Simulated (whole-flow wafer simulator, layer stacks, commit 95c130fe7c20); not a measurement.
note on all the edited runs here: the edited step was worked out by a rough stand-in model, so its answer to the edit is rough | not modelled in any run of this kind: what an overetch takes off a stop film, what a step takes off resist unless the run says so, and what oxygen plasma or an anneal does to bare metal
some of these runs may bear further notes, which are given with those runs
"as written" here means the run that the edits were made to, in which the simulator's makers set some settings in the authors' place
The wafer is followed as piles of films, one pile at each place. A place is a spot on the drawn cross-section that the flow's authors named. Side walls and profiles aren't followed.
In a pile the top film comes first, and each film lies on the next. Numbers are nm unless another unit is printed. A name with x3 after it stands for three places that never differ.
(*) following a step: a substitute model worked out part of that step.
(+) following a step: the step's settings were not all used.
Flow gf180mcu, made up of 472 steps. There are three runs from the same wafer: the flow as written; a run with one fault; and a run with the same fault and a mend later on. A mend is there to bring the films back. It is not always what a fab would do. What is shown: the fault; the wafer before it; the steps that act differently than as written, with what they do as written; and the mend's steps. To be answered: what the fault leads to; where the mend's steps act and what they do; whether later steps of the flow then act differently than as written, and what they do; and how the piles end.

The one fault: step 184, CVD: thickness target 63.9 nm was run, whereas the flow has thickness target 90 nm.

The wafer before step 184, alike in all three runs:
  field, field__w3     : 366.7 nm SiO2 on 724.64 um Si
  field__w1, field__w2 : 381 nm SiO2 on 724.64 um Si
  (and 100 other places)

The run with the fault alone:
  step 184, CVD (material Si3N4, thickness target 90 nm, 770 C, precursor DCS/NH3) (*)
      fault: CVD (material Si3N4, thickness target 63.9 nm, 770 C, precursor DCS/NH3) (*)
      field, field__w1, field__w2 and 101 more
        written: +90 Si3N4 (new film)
        fault: +63.9 Si3N4 (new film)
  Steps further on in the flow that do not act as written (7 other steps are not shown; they differ only slightly, by no more than 2% or 0.5 nm, whichever is larger):
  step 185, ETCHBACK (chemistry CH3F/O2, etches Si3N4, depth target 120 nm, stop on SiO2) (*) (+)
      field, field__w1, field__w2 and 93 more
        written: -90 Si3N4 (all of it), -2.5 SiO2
        fault: -63.9 Si3N4 (all of it), -4.68 SiO2
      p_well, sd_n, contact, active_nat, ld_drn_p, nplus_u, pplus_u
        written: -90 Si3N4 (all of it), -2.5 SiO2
        fault: -63.9 Si3N4 (all of it), -4.67 SiO2
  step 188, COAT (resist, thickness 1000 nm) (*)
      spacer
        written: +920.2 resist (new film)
        fault: +943.9 resist (new film)
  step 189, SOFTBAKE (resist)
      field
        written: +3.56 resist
        fault: -0.34 resist
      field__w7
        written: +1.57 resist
        fault: +1.06 resist
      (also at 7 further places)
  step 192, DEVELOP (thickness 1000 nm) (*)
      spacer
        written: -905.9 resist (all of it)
        fault: -929.2 resist (all of it)
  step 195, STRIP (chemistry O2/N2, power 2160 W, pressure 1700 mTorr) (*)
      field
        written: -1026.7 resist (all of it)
        fault: -1006 resist (all of it)
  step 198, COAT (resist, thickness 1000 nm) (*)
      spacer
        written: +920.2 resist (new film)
        fault: +943.9 resist (new film)
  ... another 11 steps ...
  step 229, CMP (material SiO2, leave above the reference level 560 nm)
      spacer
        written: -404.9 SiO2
        fault: -378.8 SiO2
  By the end, the piles at spacer, ld_sd_n, ld_drn_n, ld_sd_p, ld_drn_p depart from the flow's by more than 2% or 0.5 nm, whichever is larger.
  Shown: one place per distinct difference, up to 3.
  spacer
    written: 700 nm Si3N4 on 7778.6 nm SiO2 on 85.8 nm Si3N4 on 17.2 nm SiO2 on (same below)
    fault: 700 nm Si3N4 on 7804.7 nm SiO2 on 59.7 nm Si3N4 on 17.2 nm SiO2 on (same below)
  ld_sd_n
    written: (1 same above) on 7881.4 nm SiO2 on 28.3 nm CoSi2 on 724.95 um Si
    fault: (1 same above) on 7881.4 nm SiO2 on 29.6 nm CoSi2 on 724.95 um Si
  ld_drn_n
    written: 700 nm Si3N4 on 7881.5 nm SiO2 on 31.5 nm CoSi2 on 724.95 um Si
    fault: 700 nm Si3N4 on 7881.6 nm SiO2 on 32.8 nm CoSi2 on 724.95 um Si

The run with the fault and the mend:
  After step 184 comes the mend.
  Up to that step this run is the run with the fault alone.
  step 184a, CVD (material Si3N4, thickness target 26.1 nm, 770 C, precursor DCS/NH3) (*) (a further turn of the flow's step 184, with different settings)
      field, field__w1, field__w2 and 101 more
        +26.1 Si3N4
  Every later step of the flow that is run acts as written, at every place that is followed, to within 2% or 0.5 nm, whichever is larger.
  By the end, the piles equal the flow's at every place that both follow.
